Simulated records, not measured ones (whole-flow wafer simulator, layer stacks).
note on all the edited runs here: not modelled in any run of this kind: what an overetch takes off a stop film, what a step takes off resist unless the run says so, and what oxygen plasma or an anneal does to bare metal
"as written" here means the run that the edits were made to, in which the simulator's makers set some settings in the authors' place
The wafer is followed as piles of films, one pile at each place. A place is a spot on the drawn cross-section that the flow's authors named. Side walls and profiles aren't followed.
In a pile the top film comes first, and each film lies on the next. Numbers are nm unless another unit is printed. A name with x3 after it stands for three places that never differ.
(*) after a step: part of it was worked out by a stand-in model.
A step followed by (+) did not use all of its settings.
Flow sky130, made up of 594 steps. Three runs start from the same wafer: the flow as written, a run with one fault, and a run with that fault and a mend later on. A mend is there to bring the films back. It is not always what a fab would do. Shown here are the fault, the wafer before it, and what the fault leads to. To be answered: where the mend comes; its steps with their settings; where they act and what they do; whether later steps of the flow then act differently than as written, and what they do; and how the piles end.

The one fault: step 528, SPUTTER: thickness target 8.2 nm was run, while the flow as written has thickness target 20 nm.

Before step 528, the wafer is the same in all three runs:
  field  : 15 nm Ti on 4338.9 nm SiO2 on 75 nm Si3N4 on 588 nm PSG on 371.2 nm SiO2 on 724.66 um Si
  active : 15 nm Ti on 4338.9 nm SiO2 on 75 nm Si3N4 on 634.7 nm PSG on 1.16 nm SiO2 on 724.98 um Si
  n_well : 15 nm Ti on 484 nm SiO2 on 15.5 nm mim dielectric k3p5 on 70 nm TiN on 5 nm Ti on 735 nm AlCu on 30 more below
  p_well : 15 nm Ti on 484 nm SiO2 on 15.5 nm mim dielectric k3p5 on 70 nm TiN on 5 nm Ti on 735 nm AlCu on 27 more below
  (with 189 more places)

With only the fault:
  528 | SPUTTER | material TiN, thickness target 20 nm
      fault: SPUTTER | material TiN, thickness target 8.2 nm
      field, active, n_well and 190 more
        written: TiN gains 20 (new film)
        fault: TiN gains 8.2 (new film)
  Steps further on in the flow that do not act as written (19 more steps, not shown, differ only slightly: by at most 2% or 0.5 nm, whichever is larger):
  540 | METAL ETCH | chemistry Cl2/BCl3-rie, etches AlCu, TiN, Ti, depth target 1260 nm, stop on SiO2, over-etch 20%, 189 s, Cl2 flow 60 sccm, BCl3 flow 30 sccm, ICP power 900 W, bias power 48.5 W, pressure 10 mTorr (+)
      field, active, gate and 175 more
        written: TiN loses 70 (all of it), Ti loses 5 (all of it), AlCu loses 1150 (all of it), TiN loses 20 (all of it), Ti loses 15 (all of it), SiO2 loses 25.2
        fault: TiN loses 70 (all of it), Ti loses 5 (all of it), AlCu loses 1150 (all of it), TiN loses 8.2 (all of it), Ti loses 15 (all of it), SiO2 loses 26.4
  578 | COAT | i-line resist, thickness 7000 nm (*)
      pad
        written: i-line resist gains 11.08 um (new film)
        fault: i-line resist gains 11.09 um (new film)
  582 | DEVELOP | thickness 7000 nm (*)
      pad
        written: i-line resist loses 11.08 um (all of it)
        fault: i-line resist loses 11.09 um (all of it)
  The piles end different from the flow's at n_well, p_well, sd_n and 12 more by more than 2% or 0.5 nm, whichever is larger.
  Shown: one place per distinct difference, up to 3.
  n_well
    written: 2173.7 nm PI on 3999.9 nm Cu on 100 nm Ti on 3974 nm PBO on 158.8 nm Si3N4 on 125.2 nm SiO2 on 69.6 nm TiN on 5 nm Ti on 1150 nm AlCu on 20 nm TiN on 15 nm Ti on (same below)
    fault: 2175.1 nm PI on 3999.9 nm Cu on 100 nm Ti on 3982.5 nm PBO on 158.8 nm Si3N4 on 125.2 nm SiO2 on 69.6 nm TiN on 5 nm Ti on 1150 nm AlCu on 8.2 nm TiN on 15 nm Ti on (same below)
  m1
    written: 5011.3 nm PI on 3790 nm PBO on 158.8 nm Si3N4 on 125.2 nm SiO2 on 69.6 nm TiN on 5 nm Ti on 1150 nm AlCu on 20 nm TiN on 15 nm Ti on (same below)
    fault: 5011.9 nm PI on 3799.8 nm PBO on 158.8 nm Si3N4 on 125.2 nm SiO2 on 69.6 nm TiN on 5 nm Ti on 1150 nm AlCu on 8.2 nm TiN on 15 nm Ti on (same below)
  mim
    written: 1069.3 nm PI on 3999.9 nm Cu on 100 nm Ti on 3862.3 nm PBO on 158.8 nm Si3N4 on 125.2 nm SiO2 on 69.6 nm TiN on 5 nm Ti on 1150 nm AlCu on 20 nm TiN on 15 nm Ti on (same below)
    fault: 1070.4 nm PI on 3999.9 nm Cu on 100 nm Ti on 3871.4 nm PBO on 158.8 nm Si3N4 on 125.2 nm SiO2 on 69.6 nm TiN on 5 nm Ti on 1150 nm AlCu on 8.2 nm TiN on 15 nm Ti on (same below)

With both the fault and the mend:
  After step 528 comes the mend.
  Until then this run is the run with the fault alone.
  528a | SPUTTER | material TiN, thickness target 11.8 nm (the flow's step 528, run once more with other settings)
      field, active, n_well and 190 more
        TiN gains 11.8
  Later steps of the flow that are run all act as written at every place that is followed.
  By the end, the piles equal the flow's at every place that both follow.
